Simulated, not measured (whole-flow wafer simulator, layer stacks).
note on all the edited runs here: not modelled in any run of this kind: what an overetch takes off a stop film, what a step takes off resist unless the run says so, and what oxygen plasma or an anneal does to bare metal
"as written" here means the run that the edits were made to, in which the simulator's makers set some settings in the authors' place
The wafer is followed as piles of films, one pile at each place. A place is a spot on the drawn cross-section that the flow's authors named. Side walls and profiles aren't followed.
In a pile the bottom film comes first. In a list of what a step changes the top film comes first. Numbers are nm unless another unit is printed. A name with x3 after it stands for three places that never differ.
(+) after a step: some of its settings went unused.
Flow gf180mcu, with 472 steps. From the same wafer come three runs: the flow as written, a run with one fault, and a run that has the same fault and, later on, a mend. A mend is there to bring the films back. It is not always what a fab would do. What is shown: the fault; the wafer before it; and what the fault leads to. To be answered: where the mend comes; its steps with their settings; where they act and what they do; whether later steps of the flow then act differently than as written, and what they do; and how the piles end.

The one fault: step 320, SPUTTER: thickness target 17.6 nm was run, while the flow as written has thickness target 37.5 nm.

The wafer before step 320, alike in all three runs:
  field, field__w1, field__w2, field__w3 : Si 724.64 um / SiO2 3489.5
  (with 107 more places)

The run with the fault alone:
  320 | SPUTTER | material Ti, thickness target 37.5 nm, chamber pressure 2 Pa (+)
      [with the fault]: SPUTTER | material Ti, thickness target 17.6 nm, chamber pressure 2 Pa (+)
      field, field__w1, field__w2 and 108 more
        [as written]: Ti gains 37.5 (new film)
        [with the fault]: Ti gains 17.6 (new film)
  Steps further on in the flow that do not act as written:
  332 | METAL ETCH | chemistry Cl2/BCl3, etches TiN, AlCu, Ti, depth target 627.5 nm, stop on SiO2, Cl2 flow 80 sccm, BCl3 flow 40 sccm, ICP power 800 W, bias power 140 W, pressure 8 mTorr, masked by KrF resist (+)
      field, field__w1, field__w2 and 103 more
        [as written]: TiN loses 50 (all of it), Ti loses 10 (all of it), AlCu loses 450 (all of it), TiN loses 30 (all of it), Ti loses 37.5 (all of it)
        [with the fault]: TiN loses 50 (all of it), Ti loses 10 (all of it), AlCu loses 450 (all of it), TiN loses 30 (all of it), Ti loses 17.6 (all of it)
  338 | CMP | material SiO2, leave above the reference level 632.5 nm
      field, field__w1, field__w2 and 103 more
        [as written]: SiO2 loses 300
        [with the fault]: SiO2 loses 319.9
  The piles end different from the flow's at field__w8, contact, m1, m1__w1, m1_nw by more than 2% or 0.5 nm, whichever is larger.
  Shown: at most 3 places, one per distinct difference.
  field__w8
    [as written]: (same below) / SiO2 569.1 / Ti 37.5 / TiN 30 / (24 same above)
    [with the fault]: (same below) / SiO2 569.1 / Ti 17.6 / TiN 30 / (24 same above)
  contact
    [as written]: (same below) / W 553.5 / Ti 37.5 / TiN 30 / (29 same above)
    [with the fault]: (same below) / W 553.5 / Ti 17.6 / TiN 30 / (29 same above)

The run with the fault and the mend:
  After step 320 comes the mend.
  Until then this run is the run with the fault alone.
  320a | SPUTTER | material Ti, thickness target 19.9 nm, chamber pressure 2 Pa (+) (a further turn of the flow's step 320, with different settings)
      field, field__w1, field__w2 and 108 more
        Ti gains 19.9
  Every later step of the flow that is run acts as written at every place that is followed.
  At every place that both follow, the piles at the end match the flow's.
